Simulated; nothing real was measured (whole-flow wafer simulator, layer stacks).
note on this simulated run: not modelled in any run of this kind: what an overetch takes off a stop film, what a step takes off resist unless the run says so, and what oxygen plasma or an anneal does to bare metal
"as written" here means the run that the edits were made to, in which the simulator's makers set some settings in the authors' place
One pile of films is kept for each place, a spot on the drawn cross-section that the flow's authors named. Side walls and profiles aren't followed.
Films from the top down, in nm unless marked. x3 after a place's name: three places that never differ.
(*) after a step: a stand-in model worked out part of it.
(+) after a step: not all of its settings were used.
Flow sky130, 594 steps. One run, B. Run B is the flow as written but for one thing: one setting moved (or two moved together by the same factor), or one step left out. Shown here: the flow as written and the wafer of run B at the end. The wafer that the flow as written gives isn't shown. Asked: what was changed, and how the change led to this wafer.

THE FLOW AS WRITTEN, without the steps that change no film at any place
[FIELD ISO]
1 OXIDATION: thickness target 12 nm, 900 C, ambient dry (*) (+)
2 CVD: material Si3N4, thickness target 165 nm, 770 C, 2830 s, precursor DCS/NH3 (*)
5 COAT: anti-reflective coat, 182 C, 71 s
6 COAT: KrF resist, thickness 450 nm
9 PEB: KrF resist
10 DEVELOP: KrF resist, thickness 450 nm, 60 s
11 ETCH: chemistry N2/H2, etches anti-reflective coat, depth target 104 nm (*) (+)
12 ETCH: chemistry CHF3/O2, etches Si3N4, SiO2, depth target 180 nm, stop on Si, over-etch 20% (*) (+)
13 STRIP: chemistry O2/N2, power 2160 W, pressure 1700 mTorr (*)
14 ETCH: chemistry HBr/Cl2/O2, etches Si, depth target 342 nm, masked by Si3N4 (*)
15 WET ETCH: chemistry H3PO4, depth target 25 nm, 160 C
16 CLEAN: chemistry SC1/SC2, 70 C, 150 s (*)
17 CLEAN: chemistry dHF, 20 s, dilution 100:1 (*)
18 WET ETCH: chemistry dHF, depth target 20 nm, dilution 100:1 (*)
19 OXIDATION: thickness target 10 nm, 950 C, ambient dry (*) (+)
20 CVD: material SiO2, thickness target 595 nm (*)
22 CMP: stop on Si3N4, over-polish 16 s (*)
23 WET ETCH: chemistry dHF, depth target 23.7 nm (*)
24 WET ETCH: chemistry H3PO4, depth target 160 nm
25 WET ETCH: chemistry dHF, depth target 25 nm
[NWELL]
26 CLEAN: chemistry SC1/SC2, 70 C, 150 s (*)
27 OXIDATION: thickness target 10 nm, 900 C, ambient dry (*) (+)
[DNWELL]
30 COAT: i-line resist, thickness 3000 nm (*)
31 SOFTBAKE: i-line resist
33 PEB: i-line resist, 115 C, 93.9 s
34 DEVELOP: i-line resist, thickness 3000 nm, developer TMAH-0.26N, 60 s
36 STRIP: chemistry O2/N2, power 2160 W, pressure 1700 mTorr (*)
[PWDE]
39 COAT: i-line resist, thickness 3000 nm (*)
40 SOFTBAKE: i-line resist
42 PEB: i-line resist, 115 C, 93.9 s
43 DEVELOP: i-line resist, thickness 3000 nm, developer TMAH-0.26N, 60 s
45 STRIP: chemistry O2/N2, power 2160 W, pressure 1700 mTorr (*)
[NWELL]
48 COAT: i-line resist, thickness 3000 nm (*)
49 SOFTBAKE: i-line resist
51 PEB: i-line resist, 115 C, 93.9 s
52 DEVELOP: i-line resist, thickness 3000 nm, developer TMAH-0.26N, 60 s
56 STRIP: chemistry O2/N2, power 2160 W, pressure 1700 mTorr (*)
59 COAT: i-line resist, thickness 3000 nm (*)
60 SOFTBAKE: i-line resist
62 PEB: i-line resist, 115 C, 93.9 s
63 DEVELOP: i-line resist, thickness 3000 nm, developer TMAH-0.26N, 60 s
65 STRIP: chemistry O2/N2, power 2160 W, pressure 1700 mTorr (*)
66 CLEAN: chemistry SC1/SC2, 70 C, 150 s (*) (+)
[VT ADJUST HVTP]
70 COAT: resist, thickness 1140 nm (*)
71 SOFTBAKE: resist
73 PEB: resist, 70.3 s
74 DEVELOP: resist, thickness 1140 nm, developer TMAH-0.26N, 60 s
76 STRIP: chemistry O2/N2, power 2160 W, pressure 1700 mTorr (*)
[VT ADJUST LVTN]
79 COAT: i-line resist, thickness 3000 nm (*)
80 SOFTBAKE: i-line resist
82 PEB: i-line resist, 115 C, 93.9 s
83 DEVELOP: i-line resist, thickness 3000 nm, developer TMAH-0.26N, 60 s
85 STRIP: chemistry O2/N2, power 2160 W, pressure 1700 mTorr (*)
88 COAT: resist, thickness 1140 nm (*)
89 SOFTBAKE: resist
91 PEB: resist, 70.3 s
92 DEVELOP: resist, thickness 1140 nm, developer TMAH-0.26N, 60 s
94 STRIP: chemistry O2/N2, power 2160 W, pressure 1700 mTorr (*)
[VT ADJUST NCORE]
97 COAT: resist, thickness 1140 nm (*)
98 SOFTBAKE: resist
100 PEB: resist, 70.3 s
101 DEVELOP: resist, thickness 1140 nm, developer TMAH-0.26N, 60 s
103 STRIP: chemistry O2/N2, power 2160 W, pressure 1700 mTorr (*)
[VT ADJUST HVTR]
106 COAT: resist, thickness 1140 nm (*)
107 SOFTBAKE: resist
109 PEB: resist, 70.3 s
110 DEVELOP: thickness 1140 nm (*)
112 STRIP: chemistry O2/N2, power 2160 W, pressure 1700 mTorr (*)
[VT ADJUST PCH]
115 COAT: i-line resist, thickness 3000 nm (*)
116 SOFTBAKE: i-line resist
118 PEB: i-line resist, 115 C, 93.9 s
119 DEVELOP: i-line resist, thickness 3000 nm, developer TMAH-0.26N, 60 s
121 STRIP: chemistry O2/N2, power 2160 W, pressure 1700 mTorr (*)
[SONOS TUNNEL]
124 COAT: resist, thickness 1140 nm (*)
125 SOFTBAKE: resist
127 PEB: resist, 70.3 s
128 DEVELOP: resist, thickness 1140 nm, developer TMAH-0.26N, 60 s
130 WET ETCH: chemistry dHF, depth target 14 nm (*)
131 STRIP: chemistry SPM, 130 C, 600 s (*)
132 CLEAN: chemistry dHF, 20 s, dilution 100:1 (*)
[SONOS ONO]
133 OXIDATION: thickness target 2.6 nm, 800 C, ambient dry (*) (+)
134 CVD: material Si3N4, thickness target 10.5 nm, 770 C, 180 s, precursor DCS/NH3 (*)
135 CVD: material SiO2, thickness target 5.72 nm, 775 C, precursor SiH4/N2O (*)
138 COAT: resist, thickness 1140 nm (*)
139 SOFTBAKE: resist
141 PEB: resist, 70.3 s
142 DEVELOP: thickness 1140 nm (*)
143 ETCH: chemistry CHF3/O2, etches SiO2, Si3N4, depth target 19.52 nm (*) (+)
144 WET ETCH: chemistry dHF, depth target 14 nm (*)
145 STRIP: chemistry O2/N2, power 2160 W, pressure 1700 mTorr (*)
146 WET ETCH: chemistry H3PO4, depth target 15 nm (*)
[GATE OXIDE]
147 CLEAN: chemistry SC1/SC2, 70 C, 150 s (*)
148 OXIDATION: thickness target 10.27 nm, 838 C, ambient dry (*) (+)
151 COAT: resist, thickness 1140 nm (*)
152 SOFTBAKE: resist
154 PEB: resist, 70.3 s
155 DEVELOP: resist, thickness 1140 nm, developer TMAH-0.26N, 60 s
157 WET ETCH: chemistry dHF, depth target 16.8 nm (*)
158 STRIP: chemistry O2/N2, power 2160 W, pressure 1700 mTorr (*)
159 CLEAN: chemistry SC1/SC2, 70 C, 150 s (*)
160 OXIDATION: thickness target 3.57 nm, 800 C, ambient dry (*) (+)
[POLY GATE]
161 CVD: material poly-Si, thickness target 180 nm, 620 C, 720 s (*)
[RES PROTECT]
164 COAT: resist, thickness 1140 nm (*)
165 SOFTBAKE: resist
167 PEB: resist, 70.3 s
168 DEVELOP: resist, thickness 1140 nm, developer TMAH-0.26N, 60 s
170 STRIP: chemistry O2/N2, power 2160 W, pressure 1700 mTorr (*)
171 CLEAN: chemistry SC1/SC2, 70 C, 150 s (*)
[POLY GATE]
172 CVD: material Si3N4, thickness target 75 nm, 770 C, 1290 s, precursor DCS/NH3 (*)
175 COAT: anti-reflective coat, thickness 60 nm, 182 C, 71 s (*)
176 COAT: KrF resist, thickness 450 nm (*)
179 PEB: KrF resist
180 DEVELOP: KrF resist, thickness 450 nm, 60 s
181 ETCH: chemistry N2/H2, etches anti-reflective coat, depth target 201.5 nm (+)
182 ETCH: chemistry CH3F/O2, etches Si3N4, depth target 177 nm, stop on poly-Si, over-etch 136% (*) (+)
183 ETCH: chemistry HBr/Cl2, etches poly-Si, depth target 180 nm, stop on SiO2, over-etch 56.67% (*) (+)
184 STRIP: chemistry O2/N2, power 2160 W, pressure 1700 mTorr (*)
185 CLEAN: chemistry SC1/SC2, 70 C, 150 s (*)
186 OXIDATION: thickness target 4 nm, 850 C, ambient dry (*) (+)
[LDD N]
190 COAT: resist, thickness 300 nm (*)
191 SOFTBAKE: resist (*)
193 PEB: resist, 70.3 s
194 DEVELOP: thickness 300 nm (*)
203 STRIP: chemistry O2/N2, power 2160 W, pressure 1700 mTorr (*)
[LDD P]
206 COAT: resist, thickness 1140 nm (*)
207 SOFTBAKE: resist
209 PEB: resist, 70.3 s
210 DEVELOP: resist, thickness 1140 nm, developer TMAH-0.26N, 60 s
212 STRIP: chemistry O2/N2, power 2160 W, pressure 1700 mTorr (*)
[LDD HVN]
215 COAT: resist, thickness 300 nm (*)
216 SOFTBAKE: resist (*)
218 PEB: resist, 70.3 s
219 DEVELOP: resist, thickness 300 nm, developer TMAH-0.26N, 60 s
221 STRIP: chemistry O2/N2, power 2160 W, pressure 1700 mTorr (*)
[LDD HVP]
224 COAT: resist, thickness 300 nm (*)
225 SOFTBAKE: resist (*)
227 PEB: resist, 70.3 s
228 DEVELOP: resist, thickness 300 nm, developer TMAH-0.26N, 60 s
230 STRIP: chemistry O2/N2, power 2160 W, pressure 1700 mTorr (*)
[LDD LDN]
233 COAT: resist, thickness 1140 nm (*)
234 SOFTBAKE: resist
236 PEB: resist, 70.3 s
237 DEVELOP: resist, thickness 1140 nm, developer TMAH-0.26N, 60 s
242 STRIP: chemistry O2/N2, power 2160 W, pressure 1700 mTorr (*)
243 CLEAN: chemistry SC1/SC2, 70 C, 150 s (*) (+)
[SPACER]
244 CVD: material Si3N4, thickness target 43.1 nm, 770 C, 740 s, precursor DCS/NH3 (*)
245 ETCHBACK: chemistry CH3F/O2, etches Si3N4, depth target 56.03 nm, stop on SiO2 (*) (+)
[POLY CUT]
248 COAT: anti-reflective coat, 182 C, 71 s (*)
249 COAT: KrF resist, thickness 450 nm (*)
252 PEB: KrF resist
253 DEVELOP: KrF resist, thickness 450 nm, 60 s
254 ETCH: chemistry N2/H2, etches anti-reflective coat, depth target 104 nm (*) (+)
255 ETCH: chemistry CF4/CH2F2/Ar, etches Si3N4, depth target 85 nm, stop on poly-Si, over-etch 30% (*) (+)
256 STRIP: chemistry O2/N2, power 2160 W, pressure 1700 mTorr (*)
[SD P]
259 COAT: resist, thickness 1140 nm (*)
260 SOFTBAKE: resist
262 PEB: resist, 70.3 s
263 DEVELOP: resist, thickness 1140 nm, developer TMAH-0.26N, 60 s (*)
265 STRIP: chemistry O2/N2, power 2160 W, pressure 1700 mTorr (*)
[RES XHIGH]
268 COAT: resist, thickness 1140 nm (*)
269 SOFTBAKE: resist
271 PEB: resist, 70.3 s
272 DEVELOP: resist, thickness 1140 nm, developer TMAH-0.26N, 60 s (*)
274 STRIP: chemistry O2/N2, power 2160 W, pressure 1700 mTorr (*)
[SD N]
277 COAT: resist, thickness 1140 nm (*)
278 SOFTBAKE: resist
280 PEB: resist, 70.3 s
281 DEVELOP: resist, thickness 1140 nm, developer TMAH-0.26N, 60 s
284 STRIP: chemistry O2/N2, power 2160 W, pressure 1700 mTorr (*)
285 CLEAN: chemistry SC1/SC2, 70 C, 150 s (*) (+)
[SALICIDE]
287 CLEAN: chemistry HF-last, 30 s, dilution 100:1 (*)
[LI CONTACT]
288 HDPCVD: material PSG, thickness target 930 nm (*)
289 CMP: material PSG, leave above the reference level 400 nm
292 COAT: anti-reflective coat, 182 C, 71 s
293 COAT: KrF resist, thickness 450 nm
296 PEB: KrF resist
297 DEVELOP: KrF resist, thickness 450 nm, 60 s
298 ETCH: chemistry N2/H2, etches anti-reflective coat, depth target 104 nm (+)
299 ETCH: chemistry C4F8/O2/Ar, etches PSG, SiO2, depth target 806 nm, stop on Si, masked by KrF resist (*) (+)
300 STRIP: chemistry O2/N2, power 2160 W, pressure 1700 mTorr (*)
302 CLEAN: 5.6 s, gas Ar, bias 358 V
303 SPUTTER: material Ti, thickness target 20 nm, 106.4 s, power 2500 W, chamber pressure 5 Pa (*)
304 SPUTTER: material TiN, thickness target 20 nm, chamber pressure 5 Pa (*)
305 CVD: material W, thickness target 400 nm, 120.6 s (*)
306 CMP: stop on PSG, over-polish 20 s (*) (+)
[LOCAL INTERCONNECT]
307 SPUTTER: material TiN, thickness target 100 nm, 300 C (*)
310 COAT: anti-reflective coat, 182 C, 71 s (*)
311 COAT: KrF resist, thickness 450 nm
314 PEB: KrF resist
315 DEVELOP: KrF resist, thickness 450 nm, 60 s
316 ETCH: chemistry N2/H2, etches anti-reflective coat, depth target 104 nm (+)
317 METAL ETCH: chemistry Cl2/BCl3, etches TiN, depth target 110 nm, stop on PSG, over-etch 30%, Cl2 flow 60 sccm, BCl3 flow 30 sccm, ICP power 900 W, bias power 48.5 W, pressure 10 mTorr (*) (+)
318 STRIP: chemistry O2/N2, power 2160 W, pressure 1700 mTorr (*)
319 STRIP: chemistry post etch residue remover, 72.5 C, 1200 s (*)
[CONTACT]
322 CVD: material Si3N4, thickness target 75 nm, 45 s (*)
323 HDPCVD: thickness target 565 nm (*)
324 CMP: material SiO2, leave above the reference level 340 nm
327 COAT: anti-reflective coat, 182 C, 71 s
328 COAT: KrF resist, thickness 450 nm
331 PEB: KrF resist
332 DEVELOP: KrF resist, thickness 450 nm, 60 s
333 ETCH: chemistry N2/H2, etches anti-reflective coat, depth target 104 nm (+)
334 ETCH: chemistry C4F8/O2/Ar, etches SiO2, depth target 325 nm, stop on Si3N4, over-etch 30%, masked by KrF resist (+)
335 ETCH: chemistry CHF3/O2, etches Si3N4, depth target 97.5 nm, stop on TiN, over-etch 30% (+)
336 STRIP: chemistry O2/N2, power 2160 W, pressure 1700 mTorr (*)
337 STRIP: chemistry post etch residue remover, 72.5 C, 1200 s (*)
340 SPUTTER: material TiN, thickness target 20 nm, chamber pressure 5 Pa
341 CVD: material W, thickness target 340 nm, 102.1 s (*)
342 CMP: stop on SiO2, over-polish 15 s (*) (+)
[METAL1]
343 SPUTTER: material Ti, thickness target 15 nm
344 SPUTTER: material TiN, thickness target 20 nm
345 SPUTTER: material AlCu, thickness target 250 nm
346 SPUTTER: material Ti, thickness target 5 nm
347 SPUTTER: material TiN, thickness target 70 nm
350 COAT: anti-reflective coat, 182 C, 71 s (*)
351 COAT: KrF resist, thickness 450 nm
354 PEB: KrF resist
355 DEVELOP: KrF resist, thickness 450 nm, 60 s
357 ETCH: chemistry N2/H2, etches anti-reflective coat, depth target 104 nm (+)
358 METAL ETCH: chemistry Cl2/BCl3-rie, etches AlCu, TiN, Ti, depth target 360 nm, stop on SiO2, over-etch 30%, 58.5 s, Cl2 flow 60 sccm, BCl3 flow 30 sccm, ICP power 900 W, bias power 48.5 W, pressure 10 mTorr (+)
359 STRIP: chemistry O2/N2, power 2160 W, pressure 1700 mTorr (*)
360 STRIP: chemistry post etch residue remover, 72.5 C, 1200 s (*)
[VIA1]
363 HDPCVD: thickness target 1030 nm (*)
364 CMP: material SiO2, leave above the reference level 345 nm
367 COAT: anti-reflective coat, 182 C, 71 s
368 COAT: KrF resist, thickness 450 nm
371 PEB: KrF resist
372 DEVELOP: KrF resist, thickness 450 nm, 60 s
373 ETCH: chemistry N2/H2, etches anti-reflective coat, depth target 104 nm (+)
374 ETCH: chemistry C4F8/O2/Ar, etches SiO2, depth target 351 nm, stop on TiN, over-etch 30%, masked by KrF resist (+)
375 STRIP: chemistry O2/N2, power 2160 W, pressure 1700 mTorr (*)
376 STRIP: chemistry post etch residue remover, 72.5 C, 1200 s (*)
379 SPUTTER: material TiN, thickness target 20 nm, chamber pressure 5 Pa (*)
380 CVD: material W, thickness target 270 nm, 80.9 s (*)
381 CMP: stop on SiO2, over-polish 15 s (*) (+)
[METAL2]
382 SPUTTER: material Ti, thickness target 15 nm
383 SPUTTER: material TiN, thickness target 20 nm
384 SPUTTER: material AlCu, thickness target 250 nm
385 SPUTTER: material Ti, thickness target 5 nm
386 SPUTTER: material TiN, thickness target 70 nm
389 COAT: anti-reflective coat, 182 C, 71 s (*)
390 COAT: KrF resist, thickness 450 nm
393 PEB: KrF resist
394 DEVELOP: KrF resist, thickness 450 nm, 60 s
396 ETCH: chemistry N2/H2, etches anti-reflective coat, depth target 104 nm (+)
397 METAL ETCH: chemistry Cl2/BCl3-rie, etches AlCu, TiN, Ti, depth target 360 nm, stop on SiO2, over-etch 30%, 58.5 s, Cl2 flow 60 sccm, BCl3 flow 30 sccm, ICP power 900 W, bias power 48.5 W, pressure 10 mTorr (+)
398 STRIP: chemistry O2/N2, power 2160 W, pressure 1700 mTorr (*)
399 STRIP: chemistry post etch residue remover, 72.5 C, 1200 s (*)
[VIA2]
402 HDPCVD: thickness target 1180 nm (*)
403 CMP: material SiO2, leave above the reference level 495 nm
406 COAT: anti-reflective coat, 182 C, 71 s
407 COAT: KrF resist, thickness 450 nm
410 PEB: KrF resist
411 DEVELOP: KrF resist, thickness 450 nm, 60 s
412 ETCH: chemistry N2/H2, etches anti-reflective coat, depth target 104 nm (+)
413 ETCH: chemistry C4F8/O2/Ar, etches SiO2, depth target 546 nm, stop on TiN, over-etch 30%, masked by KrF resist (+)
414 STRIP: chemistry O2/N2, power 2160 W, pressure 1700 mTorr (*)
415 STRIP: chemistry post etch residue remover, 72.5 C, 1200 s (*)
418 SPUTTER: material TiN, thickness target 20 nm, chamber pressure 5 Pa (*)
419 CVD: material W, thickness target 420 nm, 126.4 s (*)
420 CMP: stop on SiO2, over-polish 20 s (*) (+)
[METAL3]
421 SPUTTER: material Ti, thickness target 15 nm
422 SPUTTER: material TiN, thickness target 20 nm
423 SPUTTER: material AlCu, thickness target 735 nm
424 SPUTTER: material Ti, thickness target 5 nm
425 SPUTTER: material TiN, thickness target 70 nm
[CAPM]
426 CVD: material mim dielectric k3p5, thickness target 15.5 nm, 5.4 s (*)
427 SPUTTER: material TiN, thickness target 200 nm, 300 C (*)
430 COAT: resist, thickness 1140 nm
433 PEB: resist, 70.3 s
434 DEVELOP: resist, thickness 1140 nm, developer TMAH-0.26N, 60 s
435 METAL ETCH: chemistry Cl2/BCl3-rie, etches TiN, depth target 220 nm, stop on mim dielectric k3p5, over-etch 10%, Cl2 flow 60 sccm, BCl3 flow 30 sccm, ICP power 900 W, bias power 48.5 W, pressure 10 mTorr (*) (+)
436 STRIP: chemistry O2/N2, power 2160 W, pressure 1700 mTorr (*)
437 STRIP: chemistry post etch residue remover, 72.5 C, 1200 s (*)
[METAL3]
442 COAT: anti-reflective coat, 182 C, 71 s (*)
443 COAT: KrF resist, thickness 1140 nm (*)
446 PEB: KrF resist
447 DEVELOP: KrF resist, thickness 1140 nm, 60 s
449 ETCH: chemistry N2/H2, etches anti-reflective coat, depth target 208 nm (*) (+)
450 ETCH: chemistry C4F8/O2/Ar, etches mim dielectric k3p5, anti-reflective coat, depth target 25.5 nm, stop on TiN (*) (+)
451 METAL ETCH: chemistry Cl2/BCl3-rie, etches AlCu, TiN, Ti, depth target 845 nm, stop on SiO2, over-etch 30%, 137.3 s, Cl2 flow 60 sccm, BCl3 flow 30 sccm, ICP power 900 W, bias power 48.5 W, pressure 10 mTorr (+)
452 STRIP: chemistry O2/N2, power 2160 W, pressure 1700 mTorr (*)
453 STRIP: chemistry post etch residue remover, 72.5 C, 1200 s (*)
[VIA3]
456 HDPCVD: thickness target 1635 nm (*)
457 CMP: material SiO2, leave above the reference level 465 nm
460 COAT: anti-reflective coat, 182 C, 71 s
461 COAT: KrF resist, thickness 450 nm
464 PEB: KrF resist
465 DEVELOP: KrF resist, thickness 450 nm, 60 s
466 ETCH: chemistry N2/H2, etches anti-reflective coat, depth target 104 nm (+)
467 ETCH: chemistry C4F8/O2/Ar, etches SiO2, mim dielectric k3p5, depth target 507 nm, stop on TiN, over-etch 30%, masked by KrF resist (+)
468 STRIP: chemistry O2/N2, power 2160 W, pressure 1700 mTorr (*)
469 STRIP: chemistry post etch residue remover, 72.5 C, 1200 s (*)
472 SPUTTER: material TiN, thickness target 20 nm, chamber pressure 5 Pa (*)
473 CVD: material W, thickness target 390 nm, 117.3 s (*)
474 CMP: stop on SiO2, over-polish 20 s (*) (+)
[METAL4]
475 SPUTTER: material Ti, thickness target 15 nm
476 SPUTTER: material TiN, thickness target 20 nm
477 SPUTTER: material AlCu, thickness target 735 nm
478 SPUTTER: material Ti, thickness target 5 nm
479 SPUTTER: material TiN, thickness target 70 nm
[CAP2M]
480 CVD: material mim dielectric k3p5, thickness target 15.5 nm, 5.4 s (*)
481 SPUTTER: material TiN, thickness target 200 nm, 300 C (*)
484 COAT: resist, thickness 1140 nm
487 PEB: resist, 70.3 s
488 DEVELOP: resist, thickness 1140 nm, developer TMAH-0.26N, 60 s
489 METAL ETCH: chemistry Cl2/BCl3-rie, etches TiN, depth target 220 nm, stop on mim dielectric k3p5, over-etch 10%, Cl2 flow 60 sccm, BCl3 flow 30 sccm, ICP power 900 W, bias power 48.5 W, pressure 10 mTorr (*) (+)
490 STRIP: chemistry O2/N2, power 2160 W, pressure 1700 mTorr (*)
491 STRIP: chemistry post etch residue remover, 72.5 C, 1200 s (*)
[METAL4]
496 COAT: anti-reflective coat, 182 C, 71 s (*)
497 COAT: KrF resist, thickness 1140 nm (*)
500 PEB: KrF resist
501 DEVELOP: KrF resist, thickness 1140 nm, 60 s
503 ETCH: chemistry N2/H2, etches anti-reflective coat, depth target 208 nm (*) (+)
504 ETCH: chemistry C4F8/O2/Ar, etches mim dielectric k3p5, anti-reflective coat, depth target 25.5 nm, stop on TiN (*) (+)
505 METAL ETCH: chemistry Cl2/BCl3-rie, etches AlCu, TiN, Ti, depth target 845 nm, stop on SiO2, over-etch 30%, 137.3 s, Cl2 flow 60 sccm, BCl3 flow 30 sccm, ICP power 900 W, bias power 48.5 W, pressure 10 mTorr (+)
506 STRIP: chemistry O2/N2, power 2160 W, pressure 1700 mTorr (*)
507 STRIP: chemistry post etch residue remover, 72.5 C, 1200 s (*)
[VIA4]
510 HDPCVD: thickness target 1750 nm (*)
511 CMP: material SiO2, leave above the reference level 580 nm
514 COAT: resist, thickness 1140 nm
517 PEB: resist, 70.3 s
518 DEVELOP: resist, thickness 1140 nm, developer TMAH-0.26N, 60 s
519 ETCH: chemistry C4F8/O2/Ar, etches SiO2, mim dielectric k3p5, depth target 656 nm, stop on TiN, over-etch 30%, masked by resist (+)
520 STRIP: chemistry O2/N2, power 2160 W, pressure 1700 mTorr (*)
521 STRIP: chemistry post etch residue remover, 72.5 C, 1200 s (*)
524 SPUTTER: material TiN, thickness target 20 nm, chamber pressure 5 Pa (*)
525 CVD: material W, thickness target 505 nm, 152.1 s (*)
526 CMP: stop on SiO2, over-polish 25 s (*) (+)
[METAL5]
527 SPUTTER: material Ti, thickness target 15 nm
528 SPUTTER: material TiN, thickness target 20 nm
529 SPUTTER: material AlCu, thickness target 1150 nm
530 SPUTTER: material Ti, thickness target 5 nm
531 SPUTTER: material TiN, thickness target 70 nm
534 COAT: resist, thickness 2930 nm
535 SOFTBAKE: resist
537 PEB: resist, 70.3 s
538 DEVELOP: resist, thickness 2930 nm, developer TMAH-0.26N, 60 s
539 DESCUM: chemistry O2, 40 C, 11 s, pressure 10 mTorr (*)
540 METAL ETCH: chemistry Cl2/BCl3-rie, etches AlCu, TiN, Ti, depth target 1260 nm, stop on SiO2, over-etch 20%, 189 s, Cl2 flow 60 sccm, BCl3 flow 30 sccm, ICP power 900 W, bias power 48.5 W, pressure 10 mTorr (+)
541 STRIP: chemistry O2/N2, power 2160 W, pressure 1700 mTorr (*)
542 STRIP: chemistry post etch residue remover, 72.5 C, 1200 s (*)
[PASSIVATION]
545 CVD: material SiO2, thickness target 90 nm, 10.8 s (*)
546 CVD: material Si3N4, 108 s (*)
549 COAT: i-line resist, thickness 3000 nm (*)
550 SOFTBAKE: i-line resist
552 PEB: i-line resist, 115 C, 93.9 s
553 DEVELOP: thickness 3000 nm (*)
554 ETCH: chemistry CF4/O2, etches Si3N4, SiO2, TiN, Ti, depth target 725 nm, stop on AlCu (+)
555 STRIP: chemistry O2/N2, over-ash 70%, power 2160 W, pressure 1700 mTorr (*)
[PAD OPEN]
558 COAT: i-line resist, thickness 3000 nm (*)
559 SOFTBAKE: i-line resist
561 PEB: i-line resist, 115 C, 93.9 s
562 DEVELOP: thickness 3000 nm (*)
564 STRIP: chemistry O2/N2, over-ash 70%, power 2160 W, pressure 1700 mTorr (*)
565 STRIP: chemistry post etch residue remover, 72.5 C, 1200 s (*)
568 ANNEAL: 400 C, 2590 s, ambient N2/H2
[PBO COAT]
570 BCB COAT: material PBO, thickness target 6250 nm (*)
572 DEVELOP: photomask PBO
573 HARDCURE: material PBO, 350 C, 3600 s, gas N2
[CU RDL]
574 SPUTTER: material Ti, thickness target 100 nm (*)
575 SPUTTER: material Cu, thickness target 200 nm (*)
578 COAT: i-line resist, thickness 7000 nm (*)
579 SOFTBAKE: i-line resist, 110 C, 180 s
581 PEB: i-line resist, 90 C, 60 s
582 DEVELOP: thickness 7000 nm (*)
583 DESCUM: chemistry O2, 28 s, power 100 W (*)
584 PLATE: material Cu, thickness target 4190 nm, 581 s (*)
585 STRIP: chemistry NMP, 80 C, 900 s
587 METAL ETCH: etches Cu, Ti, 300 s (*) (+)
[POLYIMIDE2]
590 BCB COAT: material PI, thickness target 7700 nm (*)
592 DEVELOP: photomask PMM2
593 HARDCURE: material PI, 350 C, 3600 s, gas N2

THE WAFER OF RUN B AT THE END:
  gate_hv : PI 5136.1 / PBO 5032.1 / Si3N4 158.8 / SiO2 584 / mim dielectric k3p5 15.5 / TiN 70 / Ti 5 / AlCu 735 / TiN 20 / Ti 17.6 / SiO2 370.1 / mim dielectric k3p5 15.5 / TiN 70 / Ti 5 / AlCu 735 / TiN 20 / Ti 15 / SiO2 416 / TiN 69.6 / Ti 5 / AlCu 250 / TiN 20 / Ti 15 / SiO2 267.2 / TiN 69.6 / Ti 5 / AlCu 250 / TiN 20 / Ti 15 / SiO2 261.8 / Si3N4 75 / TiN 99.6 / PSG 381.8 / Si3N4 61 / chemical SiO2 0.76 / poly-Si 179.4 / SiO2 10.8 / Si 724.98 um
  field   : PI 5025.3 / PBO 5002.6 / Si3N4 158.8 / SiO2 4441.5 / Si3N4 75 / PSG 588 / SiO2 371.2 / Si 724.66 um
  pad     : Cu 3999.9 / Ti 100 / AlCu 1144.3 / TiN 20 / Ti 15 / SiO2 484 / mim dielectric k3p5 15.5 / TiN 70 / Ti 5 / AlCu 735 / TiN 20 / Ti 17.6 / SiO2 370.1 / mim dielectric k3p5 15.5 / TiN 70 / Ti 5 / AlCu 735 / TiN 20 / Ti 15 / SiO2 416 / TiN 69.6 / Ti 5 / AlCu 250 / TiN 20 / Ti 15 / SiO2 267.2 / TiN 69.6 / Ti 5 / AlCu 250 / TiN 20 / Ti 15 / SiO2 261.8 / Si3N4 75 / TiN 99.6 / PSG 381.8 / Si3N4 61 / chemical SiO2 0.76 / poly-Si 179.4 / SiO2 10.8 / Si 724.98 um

The cause: step 475, SPUTTER: thickness target 17.6 nm was run, where the flow has thickness target 15 nm.
It can be read off the wafer: gate_hv has Ti 17.6, and step 475 as written asks for 15 nm.

How the change led to this, step by step:
  475 SPUTTER: material Ti, thickness target 15 nm
      field, active, n_well and 189 more: Ti +17.6 (new film) (as written it would be: Ti +15 (new film))
  505 METAL ETCH: chemistry Cl2/BCl3-rie, etches AlCu, TiN, Ti, depth target 845 nm, stop on SiO2, over-etch 30%, 137.3 s, Cl2 flow 60 sccm, BCl3 flow 30 sccm, ICP power 900 W, bias power 48.5 W, pressure 10 mTorr (+)
      field, gate, spacer and 68 more: TiN -70 (all of it), Ti -5 (all of it), AlCu -735 (all of it), TiN -20 (all of it), Ti -17.6 (all of it), SiO2 -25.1 (as written it would be: TiN -70 (all of it), Ti -5 (all of it), AlCu -735 (all of it), TiN -20 (all of it), Ti -15 (all of it), SiO2 -25.4)
      active, vpp_iso1, mim_edge_plate and 14 more: TiN -70 (all of it), Ti -5 (all of it), AlCu -735 (all of it), TiN -20 (all of it), Ti -17.6 (all of it), SiO2 -25.1 (as written it would be: TiN -70 (all of it), Ti -5 (all of it), AlCu -735 (all of it), TiN -20 (all of it), Ti -15 (all of it), SiO2 -25.3)
